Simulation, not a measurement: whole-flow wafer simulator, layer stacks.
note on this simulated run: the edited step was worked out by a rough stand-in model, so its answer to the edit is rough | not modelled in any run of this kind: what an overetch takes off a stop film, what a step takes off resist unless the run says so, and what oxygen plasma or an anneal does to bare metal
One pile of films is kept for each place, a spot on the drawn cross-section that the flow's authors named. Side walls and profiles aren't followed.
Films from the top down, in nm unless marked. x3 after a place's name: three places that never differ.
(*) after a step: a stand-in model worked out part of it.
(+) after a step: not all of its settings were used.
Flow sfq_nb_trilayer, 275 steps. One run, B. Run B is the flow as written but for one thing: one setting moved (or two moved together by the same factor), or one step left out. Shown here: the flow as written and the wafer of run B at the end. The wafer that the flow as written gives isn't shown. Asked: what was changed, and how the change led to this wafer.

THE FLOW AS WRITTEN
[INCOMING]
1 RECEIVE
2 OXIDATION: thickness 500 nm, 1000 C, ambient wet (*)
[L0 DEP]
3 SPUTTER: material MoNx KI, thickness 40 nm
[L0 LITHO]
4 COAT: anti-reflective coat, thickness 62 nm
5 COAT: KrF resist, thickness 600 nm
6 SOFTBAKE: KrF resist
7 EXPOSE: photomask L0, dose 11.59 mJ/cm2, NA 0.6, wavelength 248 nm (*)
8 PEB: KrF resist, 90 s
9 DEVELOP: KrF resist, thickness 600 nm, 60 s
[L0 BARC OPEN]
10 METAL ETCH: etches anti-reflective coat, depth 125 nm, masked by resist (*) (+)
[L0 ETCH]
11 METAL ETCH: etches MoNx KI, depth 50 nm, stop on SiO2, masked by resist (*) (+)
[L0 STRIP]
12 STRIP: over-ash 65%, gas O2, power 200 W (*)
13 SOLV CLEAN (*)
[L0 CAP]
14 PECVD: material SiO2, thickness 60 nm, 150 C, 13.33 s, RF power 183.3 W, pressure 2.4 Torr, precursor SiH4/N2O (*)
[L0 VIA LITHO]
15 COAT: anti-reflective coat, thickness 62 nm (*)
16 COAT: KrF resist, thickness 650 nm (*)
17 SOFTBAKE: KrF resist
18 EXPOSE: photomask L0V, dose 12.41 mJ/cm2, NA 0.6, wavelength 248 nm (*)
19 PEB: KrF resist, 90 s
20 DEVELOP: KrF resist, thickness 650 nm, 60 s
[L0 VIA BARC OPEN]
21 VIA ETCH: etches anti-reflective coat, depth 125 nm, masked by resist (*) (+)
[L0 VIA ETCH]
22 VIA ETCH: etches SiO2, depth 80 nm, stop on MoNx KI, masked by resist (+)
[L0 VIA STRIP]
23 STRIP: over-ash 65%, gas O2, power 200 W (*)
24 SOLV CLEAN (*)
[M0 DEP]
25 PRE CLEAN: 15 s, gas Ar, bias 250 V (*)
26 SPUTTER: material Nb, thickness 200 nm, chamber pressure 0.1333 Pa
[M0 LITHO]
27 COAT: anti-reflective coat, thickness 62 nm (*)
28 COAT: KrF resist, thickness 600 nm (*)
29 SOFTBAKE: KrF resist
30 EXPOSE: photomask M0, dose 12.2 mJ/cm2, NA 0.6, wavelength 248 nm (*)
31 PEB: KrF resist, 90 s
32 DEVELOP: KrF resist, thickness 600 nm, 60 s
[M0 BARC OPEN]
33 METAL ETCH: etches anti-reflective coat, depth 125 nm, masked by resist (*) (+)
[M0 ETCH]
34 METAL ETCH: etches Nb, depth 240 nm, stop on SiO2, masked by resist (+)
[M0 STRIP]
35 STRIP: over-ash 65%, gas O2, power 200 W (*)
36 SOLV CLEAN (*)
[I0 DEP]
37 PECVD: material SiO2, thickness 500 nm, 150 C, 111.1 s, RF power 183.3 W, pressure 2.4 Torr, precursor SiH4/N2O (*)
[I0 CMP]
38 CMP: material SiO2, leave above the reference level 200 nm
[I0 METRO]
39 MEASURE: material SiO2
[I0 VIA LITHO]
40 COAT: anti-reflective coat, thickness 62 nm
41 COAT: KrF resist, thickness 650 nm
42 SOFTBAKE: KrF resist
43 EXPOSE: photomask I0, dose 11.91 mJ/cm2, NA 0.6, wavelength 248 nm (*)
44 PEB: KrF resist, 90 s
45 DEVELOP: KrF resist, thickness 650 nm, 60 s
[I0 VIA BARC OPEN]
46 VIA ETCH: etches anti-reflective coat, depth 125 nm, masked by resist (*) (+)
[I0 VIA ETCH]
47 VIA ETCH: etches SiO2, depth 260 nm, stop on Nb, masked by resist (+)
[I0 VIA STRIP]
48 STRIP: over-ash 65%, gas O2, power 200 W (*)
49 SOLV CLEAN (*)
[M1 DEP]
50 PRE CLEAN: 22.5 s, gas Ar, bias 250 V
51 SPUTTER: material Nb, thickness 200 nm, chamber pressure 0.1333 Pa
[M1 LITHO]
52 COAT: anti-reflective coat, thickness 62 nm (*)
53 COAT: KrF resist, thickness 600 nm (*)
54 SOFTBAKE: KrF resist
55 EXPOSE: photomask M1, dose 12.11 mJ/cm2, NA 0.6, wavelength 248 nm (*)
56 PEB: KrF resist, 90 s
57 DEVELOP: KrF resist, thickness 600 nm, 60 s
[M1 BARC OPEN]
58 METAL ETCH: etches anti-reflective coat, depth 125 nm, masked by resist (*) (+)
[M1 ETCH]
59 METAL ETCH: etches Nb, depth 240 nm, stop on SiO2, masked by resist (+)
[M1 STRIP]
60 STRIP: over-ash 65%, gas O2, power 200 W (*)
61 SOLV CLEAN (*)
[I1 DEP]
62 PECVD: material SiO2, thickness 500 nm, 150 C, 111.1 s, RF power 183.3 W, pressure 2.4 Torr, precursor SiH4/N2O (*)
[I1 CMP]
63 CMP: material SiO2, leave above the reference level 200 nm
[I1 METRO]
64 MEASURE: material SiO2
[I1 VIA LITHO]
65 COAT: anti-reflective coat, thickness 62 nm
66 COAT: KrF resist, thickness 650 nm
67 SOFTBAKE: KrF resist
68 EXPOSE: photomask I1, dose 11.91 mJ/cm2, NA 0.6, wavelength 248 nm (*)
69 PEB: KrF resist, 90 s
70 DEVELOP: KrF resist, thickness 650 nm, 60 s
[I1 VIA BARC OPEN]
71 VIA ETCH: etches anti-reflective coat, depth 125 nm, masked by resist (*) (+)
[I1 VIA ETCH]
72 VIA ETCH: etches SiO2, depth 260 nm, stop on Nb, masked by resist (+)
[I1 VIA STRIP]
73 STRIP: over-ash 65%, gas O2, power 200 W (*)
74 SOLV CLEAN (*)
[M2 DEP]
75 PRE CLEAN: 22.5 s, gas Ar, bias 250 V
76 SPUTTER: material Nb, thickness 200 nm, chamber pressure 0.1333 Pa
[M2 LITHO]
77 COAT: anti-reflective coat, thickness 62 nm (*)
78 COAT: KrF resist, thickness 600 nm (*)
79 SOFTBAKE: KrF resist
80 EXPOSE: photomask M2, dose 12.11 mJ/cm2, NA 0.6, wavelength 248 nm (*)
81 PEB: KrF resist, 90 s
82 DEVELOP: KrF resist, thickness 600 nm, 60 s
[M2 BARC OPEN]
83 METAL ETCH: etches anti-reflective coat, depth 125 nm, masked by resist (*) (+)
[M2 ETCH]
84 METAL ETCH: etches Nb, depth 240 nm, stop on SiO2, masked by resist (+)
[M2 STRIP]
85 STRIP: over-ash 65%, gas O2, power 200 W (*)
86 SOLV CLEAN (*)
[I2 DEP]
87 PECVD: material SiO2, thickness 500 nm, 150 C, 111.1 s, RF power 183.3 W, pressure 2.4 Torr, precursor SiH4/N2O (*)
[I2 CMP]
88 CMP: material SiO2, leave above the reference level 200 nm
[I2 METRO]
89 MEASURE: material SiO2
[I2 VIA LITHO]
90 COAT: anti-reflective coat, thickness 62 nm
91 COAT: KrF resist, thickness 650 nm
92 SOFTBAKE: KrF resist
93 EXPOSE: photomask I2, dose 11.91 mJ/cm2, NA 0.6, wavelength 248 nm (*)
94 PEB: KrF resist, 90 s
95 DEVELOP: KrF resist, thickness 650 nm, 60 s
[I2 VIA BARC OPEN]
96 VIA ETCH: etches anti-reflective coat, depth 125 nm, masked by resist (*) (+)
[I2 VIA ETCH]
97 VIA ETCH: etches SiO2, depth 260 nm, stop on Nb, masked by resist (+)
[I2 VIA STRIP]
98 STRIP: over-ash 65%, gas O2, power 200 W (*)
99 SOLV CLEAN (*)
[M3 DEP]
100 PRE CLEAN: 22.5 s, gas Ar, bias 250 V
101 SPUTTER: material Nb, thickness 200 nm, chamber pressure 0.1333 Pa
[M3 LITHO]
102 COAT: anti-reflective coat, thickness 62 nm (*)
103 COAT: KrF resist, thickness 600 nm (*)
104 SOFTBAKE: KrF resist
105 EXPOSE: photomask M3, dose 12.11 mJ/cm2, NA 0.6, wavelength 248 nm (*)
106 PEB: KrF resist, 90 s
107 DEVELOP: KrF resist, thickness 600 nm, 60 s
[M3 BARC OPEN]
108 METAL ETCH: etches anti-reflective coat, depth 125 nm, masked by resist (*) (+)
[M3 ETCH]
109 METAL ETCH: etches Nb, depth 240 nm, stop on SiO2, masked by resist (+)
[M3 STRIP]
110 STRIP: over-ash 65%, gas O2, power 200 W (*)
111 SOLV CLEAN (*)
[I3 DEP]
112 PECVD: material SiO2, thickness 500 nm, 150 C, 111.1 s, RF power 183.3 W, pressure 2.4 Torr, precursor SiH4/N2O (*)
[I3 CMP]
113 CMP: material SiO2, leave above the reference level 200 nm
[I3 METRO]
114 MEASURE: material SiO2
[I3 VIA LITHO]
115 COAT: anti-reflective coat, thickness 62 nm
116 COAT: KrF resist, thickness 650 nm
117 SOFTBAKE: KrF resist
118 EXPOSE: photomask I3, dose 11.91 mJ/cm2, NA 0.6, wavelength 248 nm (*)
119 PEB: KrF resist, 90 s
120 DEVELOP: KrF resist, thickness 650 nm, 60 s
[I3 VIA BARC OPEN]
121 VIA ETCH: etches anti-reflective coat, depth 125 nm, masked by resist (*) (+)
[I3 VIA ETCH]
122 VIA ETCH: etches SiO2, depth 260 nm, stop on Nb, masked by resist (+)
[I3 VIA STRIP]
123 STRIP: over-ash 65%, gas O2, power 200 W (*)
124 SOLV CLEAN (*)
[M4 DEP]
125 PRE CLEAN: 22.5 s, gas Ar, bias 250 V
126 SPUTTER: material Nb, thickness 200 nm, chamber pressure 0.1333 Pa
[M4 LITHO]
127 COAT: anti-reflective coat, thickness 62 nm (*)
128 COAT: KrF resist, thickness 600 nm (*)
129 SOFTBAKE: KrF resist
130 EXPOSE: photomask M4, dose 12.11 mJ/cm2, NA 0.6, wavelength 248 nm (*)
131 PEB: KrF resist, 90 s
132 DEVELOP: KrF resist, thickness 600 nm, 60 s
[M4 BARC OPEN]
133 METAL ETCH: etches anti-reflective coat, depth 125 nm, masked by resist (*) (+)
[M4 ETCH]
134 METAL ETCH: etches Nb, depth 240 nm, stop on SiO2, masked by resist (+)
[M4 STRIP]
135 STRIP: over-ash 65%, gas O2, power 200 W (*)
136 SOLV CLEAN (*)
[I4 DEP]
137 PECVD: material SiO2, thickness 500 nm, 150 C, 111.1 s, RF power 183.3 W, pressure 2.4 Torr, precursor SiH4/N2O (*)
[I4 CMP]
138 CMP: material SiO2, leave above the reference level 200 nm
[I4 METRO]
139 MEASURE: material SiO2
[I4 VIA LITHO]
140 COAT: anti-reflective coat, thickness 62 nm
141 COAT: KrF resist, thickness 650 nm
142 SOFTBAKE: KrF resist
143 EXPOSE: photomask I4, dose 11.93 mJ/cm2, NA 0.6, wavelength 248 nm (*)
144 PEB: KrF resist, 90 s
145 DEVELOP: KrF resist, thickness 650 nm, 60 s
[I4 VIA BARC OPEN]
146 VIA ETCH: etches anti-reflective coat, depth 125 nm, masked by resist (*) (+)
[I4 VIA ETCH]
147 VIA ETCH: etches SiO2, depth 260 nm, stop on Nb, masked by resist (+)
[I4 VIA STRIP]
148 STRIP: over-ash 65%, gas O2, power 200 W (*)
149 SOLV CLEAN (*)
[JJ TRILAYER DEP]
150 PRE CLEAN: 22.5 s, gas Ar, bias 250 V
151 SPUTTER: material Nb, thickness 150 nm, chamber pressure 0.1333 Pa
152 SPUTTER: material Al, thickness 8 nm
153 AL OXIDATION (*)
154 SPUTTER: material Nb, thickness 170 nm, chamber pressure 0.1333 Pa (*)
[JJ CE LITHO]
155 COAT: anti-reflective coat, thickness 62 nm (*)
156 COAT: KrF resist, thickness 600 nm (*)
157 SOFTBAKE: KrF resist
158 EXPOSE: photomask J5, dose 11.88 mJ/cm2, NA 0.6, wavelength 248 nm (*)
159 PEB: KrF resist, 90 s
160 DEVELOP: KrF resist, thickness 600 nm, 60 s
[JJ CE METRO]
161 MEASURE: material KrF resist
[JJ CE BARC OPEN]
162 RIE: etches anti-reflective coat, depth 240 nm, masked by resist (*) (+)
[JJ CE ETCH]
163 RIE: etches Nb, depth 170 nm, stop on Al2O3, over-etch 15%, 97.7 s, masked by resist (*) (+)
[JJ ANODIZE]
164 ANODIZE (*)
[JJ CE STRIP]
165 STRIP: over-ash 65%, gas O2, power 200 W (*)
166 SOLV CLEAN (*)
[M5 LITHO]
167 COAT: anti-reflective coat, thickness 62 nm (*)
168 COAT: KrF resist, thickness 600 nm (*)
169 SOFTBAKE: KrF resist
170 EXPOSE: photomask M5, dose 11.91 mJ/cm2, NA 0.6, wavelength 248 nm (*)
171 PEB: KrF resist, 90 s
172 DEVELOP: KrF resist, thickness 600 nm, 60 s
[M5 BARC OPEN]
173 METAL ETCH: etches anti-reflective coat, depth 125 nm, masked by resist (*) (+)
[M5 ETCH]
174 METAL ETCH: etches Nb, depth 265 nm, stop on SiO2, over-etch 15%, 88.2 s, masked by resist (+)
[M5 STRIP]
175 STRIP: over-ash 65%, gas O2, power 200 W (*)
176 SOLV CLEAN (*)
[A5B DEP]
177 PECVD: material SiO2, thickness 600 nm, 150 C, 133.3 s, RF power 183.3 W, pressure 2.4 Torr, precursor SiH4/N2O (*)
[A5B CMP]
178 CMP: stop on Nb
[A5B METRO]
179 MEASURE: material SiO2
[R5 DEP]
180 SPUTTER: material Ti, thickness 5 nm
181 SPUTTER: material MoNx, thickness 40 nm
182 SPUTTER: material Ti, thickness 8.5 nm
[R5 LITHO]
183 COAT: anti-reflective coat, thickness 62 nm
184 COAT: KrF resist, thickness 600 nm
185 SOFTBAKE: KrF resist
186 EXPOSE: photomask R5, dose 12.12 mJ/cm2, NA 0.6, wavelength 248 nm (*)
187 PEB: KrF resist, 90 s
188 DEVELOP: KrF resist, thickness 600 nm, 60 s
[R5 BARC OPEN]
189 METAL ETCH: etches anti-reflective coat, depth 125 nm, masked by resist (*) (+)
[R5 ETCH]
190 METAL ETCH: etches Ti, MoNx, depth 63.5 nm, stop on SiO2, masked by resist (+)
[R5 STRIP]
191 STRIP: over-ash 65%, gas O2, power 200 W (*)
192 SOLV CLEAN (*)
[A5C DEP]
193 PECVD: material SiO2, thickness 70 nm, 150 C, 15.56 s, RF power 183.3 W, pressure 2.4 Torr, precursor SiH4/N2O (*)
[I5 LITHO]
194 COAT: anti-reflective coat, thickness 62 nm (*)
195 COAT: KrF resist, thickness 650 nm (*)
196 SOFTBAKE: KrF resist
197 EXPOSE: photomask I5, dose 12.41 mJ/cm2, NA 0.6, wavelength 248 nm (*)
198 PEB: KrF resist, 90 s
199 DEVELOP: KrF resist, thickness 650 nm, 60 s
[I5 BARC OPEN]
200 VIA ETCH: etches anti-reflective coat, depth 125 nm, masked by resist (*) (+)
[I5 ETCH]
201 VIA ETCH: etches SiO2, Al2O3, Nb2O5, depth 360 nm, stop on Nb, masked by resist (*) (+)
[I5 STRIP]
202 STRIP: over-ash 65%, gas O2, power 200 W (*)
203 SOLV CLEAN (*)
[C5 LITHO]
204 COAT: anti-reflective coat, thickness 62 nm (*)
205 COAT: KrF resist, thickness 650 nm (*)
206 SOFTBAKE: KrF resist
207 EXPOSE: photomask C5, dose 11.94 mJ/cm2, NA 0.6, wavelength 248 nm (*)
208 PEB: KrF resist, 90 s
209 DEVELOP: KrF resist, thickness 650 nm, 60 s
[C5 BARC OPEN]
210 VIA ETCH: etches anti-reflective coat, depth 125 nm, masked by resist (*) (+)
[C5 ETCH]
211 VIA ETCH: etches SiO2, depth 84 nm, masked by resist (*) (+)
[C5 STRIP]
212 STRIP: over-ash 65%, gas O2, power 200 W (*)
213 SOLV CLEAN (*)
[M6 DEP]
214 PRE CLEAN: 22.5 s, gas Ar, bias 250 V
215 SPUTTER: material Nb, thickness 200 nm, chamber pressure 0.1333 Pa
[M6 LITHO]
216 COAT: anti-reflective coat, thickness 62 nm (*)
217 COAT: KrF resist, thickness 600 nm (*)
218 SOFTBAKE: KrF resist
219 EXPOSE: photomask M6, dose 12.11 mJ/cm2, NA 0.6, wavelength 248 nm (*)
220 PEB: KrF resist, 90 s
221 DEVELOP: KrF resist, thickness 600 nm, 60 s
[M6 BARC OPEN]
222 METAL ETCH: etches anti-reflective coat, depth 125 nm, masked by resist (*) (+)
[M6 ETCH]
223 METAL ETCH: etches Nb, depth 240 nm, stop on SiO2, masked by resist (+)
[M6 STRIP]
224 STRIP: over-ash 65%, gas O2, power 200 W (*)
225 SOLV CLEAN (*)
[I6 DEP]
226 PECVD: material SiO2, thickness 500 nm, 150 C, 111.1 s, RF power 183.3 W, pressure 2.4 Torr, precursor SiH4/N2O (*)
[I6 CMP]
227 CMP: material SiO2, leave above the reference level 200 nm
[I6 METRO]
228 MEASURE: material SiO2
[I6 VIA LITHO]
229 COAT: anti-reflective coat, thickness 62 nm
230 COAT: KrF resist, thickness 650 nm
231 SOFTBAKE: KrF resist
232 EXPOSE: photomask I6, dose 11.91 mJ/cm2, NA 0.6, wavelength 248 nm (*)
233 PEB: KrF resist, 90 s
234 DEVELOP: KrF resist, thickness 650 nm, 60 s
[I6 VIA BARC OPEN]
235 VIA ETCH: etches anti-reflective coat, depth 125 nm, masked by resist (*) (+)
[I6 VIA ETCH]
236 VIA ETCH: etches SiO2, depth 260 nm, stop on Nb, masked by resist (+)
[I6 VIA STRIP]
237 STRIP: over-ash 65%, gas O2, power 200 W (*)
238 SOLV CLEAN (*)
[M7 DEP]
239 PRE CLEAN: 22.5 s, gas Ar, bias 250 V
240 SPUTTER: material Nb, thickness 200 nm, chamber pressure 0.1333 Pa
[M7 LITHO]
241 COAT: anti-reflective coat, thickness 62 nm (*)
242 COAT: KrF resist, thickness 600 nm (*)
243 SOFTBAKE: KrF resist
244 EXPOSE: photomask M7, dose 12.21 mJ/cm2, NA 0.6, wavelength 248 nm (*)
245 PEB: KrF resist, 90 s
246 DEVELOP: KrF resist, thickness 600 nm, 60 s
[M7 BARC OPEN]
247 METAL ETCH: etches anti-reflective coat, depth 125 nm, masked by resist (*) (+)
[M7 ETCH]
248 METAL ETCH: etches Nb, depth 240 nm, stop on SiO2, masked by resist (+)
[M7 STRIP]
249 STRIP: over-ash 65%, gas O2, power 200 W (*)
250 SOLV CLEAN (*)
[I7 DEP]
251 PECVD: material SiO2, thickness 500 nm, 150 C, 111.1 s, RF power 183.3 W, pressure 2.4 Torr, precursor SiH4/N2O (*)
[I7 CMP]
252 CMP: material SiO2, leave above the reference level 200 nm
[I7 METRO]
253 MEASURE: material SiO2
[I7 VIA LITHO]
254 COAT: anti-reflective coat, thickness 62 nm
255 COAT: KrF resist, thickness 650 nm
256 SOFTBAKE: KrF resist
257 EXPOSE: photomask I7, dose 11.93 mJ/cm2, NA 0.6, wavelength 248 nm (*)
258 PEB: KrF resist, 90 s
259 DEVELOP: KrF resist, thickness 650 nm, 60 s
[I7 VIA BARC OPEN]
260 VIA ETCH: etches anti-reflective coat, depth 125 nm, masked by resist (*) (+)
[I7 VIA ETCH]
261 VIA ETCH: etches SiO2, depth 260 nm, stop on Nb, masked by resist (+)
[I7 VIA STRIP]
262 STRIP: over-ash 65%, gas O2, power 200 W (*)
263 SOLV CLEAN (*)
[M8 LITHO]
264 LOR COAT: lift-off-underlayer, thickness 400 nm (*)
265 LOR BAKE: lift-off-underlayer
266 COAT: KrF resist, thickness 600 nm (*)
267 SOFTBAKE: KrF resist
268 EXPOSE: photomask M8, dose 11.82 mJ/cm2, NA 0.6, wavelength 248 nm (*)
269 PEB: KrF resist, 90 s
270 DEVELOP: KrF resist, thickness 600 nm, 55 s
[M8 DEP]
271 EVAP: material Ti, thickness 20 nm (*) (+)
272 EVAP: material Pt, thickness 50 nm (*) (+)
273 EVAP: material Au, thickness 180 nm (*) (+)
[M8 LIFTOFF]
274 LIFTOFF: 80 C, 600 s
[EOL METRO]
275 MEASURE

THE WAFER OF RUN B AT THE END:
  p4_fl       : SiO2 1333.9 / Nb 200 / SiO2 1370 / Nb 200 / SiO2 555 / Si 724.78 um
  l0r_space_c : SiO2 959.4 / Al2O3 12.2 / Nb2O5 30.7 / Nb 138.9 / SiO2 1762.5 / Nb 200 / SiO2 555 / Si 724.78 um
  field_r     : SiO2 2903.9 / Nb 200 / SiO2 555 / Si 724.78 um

The cause: step 154, SPUTTER: thickness 128 nm was run, where the flow has thickness 170 nm.

How the change led to this, step by step:
  154 SPUTTER: material Nb, thickness 170 nm, chamber pressure 0.1333 Pa (*)
      field_l, v_sur, via_sp and 100 more: Nb +128 (new film) (as written it would be: Nb +170 (new film))
      via_wl, via_wr: Nb +105.8 (new film) (as written it would be: Nb +140.7 (new film))
      (and at 1 more place)
  155 COAT: anti-reflective coat, thickness 62 nm (*)
      via_wl, via_wr: anti-reflective coat +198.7 (new film) (as written it would be: anti-reflective coat +209.4 (new film))
      via_w: anti-reflective coat +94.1 (new film) (as written it would be: anti-reflective coat +97.4 (new film))
  162 RIE: etches anti-reflective coat, depth 240 nm, masked by resist (*) (+)
      ce_l, c5j, ce_r, wl_jj: KrF resist -198.7 (as written it would be: KrF resist -209.4)
      via_wl, via_wr: anti-reflective coat -198.7 (all of it) (as written it would be: anti-reflective coat -209.4 (all of it))
      (and at 1 more place)
  163 RIE: etches Nb, depth 170 nm, stop on Al2O3, over-etch 15%, 97.7 s, masked by resist (*) (+)
      field_l, v_sur, via_sp and 96 more: Nb -128 (all of it), Al2O3 -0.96 (all of it) (as written it would be: Nb -170 (all of it), Al2O3 -0.51)
      via_wl, via_wr: Nb -105.8 (all of it), Al2O3 -0.96 (all of it) (as written it would be: Nb -140.7 (all of it), Al2O3 -0.96 (all of it))
      (and at 1 more place)
  164 ANODIZE (*)
      field_l, v_sur, via_sp and 96 more: Al2O3 +12.2 (new film), Nb2O5 +30.7 (new film), Al -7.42 (all of it), Nb -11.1 (as written it would be: Al2O3 +12.2, Nb2O5 +29.9 (new film), Al -7.42 (all of it), Nb -10.8)
  165 STRIP: over-ash 65%, gas O2, power 200 W (*)
      ce_l: KrF resist -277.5 (all of it), anti-reflective coat -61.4 (all of it) (as written it would be: KrF resist -266.8 (all of it), anti-reflective coat -61.4 (all of it))
      c5j: KrF resist -277.5 (all of it), anti-reflective coat -61.5 (all of it) (as written it would be: KrF resist -266.9 (all of it), anti-reflective coat -61.5 (all of it))
      (and at 2 more places)
  167 COAT: anti-reflective coat, thickness 62 nm (*)
      wl_j_sl, wl_j_sr: anti-reflective coat +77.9 (new film) (as written it would be: anti-reflective coat +83.3 (new film))
      gap: anti-reflective coat +60.2 (new film) (as written it would be: anti-reflective coat +58.9 (new film))
      (and at 7 more places)
  168 COAT: KrF resist, thickness 600 nm (*)
      ce_l: KrF resist +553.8 (new film) (as written it would be: KrF resist +528.3 (new film))
      c5j: KrF resist +534.4 (new film) (as written it would be: KrF resist +507.6 (new film))
      (and at 2 more places)
  174 METAL ETCH: etches Nb, depth 265 nm, stop on SiO2, over-etch 15%, 88.2 s, masked by resist (+)
      field_l, r_sur, res and 50 more: Al2O3 -12.2 (all of it), Nb2O5 -30.7 (all of it), Nb -138.9 (all of it), SiO2 -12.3 (as written it would be: Al2O3 -12.6 (all of it), Nb2O5 -29.9 (all of it), Nb -139.2 (all of it), SiO2 -12.3)
  175 STRIP: over-ash 65%, gas O2, power 200 W (*)
      wl_j_sl, wl_j_sr: KrF resist -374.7 (all of it), anti-reflective coat -77.9 (all of it) (as written it would be: KrF resist -378 (all of it), anti-reflective coat -83.3 (all of it))
      gap: KrF resist -378.5 (all of it), anti-reflective coat -60.2 (all of it) (as written it would be: KrF resist -383.4 (all of it), anti-reflective coat -58.9 (all of it))
      (and at 7 more places)
  178 CMP: stop on Nb
      v_sur, via_sp, via_v and 43 more: SiO2 -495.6 (as written it would be: SiO2 -453.5)
      field_l, p4_fl, p4_fm and 39 more: SiO2 -301.3 (as written it would be: SiO2 -259.3)
      (and at 14 more places)
  201 VIA ETCH: etches SiO2, Al2O3, Nb2O5, depth 360 nm, stop on Nb, masked by resist (*) (+)
      be: SiO2 -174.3 (all of it), Al2O3 -12.2 (all of it), Nb2O5 -30.7 (all of it) (as written it would be: SiO2 -216.4 (all of it), Al2O3 -12.7 (all of it), Nb2O5 -29.9 (all of it))
  204 COAT: anti-reflective coat, thickness 62 nm (*)
      wire: anti-reflective coat +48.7 (new film) (as written it would be: anti-reflective coat +47.4 (new film))
      be: anti-reflective coat +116 (new film) (as written it would be: anti-reflective coat +122.2 (new film))
      (and at 1 more place)
  205 COAT: KrF resist, thickness 650 nm (*)
      be: KrF resist +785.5 (new film) (as written it would be: KrF resist +815.3 (new film))
  212 STRIP: over-ash 65%, gas O2, power 200 W (*)
      wire: KrF resist -558.1 (all of it), anti-reflective coat -48.7 (all of it) (as written it would be: KrF resist -555.8 (all of it), anti-reflective coat -47.4 (all of it))
      be: KrF resist -698.4 (all of it), anti-reflective coat -116 (all of it) (as written it would be: KrF resist -728.2 (all of it), anti-reflective coat -122.2 (all of it))
      (and at 1 more place)
  215 SPUTTER: material Nb, thickness 200 nm, chamber pressure 0.1333 Pa
      be: Nb +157 (as written it would be: Nb +147.3)
  ... 3 more steps ...
  226 PECVD: material SiO2, thickness 500 nm, 150 C, 111.1 s, RF power 183.3 W, pressure 2.4 Torr, precursor SiH4/N2O (*)
      be: SiO2 +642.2 (new film) (as written it would be: SiO2 +693.5 (new film))
